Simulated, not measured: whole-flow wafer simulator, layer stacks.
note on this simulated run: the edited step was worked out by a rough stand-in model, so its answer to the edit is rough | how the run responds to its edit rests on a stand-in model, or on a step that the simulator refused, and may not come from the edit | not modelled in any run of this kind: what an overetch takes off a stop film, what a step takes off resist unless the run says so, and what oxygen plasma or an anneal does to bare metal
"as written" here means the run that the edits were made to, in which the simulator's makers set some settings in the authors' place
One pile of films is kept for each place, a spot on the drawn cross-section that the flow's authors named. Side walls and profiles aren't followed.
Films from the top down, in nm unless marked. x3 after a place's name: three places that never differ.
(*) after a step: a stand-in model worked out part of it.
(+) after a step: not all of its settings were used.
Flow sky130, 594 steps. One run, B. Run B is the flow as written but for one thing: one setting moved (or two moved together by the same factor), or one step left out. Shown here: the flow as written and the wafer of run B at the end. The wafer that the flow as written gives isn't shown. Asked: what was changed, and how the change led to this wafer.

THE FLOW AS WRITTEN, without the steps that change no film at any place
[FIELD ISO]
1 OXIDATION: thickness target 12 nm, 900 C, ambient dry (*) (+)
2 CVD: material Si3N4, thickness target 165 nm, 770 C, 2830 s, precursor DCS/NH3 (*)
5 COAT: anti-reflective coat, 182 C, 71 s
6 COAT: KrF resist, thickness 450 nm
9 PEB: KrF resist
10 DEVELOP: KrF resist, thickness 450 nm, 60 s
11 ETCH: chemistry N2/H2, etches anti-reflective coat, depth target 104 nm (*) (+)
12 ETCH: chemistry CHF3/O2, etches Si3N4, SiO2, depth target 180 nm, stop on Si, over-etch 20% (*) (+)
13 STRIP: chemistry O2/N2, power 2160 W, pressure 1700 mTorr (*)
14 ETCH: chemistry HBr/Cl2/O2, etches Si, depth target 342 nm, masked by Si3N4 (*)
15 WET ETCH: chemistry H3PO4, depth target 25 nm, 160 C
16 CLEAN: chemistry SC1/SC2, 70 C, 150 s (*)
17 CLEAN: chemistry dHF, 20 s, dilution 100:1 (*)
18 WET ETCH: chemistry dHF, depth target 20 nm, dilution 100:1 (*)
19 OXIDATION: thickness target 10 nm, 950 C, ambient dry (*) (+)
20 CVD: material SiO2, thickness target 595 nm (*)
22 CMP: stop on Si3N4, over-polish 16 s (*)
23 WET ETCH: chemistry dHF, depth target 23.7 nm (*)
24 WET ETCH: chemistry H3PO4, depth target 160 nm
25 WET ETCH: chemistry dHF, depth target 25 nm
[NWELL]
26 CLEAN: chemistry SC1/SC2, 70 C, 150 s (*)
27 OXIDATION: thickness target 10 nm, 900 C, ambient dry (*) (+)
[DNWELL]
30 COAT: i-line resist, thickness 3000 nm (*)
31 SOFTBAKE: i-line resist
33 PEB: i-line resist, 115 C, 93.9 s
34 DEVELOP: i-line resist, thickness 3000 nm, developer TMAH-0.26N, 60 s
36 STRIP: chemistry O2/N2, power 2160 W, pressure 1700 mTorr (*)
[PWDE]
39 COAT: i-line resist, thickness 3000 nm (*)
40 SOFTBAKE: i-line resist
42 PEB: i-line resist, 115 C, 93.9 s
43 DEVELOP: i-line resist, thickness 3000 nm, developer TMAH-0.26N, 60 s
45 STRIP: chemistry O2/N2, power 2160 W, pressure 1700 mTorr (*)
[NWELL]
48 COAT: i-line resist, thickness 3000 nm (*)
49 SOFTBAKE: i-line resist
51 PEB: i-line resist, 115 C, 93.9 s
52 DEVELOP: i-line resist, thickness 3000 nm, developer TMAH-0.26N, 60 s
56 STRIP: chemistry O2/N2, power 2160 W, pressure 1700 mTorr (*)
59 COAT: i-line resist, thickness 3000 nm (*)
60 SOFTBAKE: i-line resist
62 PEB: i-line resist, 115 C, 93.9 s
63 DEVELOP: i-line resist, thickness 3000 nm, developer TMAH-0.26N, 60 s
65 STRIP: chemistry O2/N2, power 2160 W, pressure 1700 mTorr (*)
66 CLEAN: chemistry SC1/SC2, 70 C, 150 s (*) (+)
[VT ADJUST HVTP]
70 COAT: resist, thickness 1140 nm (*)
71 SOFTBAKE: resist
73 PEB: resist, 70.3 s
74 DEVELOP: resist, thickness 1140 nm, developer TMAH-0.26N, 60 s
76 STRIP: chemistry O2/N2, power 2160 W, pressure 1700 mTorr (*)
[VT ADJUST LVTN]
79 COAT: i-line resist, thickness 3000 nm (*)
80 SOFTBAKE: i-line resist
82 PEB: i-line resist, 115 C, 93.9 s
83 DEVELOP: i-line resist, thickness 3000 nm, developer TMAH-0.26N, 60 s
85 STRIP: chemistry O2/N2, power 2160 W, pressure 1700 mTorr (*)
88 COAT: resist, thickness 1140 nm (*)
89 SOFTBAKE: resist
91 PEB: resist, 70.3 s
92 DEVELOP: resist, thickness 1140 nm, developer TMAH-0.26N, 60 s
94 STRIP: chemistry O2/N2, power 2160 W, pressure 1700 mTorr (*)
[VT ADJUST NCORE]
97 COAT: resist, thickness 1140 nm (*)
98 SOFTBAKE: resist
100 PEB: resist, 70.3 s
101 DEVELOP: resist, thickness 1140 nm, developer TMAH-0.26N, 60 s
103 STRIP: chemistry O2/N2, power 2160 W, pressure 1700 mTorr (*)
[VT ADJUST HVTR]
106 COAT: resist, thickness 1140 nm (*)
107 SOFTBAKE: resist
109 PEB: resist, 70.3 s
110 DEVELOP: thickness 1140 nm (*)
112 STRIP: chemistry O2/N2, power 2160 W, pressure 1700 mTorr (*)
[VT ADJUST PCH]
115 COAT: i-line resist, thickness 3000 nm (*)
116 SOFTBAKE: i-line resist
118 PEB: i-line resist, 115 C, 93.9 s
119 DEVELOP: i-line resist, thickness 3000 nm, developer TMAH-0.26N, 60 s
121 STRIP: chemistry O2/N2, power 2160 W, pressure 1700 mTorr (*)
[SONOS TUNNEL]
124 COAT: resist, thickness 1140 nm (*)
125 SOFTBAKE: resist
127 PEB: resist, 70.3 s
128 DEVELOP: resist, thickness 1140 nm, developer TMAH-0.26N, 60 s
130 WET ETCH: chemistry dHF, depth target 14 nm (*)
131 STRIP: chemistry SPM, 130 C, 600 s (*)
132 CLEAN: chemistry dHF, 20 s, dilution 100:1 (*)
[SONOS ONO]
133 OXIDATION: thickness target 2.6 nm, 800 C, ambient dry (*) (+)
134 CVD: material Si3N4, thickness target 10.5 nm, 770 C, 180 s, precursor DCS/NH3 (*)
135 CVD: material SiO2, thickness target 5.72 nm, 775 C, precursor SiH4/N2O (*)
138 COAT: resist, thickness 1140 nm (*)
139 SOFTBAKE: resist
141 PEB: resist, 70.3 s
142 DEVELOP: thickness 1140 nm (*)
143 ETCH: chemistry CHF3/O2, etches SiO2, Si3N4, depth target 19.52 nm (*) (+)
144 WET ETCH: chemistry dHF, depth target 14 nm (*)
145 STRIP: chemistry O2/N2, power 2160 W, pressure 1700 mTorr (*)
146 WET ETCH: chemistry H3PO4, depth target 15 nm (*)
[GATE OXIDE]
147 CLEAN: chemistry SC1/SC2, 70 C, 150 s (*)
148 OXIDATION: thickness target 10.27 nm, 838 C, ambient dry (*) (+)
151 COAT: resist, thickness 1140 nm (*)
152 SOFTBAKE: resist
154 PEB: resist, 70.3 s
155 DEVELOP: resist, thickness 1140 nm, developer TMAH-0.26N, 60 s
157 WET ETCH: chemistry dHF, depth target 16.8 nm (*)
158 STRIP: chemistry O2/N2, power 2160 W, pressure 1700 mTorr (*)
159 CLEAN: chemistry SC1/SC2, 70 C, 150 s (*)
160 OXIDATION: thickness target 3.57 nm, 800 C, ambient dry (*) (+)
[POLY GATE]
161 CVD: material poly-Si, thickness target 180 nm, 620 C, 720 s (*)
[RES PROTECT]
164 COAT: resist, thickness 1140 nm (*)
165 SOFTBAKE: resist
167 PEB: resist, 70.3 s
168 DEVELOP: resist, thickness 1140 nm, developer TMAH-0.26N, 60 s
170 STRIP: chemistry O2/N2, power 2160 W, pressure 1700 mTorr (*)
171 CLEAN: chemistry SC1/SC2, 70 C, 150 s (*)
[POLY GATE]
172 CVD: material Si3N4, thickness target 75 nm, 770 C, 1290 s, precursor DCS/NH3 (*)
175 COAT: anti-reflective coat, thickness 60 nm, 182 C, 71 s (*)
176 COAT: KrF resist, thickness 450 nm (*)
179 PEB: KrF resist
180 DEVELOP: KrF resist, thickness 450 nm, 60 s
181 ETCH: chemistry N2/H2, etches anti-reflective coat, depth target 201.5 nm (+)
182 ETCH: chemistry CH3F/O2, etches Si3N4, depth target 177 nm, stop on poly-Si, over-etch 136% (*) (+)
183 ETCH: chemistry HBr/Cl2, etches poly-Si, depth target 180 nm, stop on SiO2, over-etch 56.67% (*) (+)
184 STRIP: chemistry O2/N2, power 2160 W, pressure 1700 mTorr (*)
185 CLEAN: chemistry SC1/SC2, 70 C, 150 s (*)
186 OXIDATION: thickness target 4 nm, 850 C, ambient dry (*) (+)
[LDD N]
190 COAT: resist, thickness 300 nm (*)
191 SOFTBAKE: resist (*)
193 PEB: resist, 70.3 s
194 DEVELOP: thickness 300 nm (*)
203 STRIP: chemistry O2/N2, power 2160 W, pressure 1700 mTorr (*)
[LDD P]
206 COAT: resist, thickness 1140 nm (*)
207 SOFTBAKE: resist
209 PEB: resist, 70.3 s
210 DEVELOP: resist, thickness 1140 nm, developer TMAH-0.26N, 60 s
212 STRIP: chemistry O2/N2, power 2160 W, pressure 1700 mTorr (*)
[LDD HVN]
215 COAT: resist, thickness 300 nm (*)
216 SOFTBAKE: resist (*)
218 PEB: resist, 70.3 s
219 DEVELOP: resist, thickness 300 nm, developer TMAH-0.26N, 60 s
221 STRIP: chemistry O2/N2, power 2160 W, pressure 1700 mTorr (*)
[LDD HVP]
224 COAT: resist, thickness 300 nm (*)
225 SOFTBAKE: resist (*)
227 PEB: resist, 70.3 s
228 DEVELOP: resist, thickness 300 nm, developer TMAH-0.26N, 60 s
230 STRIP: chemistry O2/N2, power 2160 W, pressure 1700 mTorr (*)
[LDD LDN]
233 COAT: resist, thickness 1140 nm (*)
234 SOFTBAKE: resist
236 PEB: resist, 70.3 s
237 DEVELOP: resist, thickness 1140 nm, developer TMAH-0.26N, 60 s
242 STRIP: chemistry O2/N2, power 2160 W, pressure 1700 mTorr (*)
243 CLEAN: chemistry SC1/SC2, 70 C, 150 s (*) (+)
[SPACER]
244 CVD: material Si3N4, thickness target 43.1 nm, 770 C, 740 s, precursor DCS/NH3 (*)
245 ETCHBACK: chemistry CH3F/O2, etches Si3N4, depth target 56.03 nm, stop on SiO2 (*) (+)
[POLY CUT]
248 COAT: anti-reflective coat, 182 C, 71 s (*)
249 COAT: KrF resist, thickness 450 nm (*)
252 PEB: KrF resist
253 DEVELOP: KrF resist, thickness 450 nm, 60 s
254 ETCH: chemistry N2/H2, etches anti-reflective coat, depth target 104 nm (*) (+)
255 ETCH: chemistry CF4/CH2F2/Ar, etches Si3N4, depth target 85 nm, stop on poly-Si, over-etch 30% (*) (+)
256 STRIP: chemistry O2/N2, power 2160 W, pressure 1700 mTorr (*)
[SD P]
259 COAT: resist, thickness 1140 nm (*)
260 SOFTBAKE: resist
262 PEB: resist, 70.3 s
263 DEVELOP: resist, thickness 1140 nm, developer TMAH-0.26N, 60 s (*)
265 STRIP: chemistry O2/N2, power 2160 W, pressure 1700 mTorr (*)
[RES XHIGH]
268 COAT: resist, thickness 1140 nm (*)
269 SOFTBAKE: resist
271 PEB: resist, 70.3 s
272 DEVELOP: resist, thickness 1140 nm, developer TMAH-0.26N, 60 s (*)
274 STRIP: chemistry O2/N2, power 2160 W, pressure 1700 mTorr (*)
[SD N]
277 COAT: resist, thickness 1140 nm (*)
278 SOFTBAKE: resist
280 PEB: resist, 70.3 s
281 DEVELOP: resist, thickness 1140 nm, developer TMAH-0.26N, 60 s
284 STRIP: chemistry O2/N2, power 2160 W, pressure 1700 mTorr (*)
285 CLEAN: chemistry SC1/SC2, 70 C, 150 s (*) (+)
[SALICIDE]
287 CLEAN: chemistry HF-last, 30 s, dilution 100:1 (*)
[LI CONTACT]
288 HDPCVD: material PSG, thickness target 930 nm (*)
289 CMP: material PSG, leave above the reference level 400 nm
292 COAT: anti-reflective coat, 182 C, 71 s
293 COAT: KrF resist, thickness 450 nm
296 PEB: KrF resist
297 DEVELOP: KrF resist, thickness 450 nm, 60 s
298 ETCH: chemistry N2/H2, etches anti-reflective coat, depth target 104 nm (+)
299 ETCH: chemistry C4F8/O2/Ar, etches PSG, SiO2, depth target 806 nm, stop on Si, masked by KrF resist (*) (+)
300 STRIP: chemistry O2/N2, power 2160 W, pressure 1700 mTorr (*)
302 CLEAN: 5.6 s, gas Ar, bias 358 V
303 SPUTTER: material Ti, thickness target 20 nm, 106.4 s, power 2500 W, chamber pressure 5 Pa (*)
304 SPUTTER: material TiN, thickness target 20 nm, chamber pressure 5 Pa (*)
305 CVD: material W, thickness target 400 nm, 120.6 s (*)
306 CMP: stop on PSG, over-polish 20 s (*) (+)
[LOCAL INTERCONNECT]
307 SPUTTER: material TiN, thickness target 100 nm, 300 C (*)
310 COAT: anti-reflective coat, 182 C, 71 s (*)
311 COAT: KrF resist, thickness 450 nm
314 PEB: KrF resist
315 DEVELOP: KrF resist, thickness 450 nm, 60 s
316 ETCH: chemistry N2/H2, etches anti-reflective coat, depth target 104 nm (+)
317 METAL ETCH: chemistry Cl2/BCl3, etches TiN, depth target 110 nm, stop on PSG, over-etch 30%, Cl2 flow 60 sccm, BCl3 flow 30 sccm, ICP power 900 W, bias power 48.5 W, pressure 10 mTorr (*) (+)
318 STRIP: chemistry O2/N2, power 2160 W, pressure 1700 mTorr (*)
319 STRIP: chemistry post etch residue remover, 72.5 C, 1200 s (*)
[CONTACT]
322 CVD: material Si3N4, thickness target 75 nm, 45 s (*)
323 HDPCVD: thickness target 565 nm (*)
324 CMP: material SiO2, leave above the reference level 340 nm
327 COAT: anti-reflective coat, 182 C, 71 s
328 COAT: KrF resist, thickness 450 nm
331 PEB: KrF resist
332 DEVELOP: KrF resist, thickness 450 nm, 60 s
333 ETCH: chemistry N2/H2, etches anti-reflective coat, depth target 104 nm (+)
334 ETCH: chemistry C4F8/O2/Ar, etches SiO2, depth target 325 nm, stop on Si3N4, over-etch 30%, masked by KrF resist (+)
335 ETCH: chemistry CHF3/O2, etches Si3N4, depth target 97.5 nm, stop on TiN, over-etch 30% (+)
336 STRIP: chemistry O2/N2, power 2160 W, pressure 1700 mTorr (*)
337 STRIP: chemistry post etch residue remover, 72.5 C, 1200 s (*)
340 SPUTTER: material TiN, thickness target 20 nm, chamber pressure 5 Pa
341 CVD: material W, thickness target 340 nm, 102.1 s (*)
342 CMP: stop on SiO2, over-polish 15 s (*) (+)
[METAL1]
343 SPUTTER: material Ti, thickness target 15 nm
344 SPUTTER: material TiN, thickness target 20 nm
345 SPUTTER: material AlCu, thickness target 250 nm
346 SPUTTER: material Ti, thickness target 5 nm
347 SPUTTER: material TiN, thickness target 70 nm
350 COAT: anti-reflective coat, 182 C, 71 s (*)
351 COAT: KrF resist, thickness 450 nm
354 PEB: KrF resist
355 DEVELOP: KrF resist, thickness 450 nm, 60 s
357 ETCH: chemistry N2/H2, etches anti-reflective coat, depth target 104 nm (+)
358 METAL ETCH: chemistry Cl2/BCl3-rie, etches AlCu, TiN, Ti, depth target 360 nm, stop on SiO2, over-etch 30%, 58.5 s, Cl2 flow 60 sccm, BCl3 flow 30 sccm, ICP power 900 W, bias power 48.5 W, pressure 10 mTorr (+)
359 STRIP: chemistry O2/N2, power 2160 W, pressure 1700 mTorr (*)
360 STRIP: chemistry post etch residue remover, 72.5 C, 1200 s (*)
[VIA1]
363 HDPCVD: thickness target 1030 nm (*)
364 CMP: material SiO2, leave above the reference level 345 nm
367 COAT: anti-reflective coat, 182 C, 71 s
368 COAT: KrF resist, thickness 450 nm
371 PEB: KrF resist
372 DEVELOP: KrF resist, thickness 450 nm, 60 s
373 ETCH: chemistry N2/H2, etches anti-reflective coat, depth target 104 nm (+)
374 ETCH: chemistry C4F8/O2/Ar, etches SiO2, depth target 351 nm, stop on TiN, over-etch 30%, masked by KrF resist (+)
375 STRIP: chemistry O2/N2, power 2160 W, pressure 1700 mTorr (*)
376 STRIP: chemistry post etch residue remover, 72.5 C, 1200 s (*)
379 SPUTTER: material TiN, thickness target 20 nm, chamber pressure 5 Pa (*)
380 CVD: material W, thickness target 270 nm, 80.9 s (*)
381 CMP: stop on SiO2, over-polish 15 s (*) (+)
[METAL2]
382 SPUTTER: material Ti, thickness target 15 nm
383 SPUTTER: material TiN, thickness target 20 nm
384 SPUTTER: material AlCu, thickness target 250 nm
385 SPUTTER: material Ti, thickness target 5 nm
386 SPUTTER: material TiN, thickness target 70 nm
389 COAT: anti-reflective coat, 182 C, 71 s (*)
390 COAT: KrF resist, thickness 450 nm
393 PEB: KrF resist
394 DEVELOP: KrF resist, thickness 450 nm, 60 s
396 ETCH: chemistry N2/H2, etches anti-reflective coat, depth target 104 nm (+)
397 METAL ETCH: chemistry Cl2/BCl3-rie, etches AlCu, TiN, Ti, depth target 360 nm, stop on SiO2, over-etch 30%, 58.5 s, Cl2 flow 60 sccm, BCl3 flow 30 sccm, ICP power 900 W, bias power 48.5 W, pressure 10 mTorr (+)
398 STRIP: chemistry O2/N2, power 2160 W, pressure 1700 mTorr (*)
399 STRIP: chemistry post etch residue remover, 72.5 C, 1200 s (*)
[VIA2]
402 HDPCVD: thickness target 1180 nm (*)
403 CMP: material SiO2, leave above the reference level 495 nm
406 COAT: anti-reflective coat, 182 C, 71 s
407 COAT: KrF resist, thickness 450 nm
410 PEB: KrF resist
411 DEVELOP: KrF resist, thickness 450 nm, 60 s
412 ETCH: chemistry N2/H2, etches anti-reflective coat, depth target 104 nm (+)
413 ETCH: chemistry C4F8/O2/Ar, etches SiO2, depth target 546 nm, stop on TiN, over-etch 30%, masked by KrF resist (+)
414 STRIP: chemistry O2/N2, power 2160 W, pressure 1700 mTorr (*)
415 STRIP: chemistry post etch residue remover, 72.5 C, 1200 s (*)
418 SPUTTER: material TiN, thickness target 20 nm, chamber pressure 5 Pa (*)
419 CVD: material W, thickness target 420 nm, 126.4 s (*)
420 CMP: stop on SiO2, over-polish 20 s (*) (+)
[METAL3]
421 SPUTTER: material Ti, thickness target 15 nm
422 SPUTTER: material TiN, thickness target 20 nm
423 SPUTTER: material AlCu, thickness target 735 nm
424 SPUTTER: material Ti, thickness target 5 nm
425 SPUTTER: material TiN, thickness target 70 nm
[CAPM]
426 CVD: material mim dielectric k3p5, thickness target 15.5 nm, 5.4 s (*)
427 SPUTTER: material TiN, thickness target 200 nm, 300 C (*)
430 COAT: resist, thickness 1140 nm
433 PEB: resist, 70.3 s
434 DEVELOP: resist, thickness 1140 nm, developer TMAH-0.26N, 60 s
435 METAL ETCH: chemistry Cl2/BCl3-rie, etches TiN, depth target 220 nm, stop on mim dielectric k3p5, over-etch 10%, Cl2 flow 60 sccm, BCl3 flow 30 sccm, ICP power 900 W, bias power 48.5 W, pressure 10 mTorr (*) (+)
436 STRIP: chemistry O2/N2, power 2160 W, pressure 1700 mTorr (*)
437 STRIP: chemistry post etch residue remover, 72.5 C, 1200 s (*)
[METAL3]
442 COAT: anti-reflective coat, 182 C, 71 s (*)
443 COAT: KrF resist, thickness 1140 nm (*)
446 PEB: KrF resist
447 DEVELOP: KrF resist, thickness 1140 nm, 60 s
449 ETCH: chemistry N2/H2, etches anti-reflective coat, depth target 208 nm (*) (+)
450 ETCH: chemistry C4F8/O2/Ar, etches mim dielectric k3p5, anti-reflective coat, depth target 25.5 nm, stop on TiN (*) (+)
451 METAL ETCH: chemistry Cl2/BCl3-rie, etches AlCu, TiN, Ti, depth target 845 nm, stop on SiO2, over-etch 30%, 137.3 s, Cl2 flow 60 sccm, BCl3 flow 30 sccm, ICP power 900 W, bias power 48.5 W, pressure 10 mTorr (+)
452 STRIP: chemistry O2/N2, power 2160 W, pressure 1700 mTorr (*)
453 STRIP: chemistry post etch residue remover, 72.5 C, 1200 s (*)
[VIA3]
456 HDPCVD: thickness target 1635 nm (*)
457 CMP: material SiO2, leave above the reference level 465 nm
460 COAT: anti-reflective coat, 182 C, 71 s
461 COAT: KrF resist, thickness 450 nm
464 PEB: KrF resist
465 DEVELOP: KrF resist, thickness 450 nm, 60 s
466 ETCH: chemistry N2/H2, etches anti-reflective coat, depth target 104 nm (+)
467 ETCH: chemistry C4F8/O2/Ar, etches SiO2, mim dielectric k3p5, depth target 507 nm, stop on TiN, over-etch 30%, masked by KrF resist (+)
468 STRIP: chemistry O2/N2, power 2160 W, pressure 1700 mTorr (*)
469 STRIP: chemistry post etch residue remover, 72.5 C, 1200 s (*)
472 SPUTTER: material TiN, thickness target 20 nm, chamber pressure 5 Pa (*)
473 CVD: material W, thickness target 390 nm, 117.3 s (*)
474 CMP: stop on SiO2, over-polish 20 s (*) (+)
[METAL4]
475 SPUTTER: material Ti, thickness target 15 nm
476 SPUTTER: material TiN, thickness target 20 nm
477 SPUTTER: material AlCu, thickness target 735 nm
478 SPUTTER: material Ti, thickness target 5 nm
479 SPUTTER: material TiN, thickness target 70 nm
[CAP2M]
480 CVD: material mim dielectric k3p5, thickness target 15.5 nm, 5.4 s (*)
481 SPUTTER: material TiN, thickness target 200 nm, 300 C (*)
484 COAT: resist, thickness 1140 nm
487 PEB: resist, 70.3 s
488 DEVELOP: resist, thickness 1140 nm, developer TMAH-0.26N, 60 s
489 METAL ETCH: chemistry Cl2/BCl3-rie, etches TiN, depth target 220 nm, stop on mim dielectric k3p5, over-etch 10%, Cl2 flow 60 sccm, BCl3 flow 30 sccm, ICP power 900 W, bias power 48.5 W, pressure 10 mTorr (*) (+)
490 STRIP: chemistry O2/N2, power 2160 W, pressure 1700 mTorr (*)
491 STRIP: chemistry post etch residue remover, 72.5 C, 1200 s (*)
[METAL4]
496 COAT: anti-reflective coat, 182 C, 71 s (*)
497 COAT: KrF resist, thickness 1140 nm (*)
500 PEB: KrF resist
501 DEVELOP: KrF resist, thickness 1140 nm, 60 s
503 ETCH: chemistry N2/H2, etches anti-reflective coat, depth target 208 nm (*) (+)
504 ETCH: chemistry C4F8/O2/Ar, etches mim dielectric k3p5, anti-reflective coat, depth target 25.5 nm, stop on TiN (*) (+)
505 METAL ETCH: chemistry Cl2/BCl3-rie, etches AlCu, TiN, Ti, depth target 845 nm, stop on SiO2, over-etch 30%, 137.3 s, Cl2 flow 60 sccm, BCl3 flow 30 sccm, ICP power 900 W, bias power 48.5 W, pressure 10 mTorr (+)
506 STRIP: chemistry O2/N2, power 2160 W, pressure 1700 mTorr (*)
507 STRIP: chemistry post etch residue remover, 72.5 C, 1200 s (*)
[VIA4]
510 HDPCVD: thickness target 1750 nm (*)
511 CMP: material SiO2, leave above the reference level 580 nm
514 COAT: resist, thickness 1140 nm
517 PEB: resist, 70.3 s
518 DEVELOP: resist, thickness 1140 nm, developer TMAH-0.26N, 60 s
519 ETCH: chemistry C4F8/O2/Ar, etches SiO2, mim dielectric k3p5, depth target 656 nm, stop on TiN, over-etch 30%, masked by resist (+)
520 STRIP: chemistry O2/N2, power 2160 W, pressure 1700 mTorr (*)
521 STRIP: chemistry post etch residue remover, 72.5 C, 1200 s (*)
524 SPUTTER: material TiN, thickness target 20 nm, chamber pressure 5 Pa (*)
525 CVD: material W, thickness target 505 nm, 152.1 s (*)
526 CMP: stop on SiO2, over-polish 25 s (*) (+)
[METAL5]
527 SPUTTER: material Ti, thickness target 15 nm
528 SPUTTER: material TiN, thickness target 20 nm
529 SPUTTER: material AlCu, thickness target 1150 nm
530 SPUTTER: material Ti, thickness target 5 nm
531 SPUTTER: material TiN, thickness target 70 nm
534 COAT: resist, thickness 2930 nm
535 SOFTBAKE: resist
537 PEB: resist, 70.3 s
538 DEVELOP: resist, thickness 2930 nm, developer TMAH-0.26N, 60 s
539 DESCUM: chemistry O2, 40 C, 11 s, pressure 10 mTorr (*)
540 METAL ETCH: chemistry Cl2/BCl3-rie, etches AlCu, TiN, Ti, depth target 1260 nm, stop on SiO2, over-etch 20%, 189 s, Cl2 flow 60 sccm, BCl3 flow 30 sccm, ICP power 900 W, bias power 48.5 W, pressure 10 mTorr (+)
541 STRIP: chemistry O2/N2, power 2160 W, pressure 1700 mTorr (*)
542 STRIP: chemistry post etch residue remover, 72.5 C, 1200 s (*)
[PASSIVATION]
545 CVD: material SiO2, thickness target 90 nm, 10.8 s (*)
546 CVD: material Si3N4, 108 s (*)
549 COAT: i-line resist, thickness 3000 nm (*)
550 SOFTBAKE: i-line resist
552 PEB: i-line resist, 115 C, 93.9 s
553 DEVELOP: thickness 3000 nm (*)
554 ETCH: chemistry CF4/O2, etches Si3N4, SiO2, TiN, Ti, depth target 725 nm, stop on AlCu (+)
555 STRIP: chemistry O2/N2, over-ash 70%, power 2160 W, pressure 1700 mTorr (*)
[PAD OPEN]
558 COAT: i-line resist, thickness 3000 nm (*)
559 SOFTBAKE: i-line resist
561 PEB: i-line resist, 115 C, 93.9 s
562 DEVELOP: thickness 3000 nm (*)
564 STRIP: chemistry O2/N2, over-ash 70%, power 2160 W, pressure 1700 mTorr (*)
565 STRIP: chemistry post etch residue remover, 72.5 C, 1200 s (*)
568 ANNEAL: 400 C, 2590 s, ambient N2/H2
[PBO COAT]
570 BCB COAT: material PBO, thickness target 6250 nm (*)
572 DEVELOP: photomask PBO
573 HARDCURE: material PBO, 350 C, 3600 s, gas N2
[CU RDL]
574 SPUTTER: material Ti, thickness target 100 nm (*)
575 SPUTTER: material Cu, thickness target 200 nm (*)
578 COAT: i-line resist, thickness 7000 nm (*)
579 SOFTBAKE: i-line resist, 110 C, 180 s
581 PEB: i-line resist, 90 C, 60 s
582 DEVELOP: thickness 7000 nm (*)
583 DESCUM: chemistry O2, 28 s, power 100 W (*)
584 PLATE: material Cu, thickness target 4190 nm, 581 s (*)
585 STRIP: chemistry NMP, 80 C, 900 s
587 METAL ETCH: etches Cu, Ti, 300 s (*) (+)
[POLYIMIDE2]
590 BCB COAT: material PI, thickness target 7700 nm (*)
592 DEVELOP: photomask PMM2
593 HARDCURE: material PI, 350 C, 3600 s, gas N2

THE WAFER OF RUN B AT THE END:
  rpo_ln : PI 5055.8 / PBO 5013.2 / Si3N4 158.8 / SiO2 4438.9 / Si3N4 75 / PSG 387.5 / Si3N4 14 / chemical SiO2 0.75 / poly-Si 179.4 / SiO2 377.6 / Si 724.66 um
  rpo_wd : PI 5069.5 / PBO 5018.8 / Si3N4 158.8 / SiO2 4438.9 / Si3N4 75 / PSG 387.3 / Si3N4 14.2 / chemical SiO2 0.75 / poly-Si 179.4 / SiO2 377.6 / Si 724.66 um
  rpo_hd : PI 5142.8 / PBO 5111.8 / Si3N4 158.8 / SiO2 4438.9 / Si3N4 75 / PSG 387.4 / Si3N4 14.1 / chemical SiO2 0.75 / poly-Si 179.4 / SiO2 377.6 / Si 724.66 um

The cause: step 255, ETCH: depth target 46.8 nm was run, where the flow has depth target 85 nm.

How the change led to this, step by step:
  255 ETCH: chemistry CF4/CH2F2/Ar, etches Si3N4, depth target 85 nm, stop on poly-Si, over-etch 30% (*) (+)
      rpo_wd, rxpo_wd: Si3N4 -46.8 (as written it would be: Si3N4 -61.6 (all of it), chemical SiO2 -0.75 (all of it))
      poly_licon: Si3N4 -46.8 (as written it would be: Si3N4 -61.9 (all of it), chemical SiO2 -0.76 (all of it))
      (and at 187 more places)
  256 STRIP: chemistry O2/N2, power 2160 W, pressure 1700 mTorr (*)
      poly_licon, rpo_ln, rpo_wd, rpo_hd, rpo_hd_licon, rxpo_ln, rxpo_wd: nothing (as written it would be: chemical SiO2 +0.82 (new film), poly-Si -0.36)
      dice_street, dep_dnw_sti, iso_dnw_wall, grade_field_poly, de16_nwb_sti: KrF resist -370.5 (all of it), anti-reflective coat -80 (all of it) (as written it would be: KrF resist -353.2 (all of it), anti-reflective coat -80 (all of it))
      (and at 178 more places)
  260 SOFTBAKE: resist
      mim: resist +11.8 (as written it would be: resist +10.8)
      rpo_wd: resist -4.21 (as written it would be: resist -3.34)
      (and at 7 more places)
  269 SOFTBAKE: resist
      mim: resist +11.8 (as written it would be: resist +10.8)
      rpo_wd: resist -4.21 (as written it would be: resist -3.35)
      (and at 7 more places)
  278 SOFTBAKE: resist
      mim: resist +11.8 (as written it would be: resist +10.8)
      rpo_wd: resist -4.21 (as written it would be: resist -3.35)
      (and at 7 more places)
  287 CLEAN: chemistry HF-last, 30 s, dilution 100:1 (*)
      rpo_ln, rpo_wd, rpo_hd, rpo_hd_licon, rxpo_ln, rxpo_wd: Si3N4 -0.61 (as written it would be: chemical SiO2 -0.77 (all of it))
      poly_licon: Si3N4 -0.61 (as written it would be: chemical SiO2 -0.76 (all of it))
  289 CMP: material PSG, leave above the reference level 400 nm
      rpo_wd, rpo_hd, rxpo_wd: PSG -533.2 (as written it would be: PSG -517.7)
      poly_licon, rpo_hd_licon: PSG -533.5 (as written it would be: PSG -517.7)
      (and at 2 more places)
  299 ETCH: chemistry C4F8/O2/Ar, etches PSG, SiO2, depth target 806 nm, stop on Si, masked by KrF resist (*) (+)
      poly_licon: PSG -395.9 (all of it), Si3N4 -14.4 (all of it), chemical SiO2 -0.76 (all of it) (as written it would be: PSG -411.7 (all of it))
      rpo_hd_licon: PSG -395.9 (all of it), Si3N4 -14.4 (all of it), chemical SiO2 -0.75 (all of it) (as written it would be: PSG -411.7 (all of it))
  306 CMP: stop on PSG, over-polish 20 s (*) (+)
      poly_licon: W -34 (as written it would be: W -33.3)
